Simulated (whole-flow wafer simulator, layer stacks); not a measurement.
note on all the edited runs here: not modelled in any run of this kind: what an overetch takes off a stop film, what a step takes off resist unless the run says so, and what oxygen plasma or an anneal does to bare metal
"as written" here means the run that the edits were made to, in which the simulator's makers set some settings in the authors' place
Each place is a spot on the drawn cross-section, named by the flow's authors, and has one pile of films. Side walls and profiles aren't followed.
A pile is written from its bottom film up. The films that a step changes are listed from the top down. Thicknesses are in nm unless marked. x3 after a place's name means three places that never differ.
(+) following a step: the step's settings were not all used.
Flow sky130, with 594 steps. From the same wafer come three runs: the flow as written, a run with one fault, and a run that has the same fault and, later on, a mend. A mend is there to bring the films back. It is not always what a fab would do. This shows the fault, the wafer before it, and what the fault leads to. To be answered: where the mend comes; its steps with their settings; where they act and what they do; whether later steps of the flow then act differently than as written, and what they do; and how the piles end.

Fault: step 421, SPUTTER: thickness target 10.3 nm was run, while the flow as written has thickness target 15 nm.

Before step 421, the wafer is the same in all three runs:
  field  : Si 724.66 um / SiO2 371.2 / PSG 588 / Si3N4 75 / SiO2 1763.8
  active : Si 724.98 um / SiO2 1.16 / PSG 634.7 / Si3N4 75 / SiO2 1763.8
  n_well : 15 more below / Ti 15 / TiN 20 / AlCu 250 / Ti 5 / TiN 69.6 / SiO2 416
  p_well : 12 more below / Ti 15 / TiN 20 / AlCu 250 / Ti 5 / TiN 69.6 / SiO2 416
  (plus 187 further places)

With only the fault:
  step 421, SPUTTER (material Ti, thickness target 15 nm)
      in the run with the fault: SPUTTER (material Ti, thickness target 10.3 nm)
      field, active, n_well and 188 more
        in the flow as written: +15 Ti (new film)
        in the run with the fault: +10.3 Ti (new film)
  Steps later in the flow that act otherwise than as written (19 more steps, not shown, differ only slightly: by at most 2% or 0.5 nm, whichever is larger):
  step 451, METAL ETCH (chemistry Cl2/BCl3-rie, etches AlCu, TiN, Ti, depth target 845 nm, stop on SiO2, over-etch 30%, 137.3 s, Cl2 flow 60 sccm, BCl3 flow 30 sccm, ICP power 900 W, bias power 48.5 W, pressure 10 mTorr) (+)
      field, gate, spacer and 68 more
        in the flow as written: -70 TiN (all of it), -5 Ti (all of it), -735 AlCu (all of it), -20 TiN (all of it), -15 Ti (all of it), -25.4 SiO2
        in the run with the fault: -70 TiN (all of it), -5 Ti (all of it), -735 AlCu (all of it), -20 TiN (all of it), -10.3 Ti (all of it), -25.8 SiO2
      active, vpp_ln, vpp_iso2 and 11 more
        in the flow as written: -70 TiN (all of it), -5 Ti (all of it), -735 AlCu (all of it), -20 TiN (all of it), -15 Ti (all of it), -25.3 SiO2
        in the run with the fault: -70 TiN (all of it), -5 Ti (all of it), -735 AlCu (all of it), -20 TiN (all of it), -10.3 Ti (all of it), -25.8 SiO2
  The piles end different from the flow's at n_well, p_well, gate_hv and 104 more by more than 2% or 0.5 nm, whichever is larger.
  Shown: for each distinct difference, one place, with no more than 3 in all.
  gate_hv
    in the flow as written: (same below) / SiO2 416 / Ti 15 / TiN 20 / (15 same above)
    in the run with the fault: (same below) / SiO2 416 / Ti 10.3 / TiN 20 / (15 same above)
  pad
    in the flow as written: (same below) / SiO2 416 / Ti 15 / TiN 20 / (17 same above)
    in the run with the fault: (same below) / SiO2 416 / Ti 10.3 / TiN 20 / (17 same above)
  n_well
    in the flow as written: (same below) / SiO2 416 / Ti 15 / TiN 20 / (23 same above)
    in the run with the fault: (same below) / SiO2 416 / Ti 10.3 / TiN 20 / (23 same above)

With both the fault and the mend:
  The mend follows step 421.
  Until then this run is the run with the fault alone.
  step 421a, SPUTTER (material Ti, thickness target 4.7 nm) (the flow's step 421 again, with other settings)
      field, active, n_well and 188 more
        +4.7 Ti
  Later steps of the flow that are run all act as written at every place that is followed.
  By the end, the piles equal the flow's at every place that both follow.
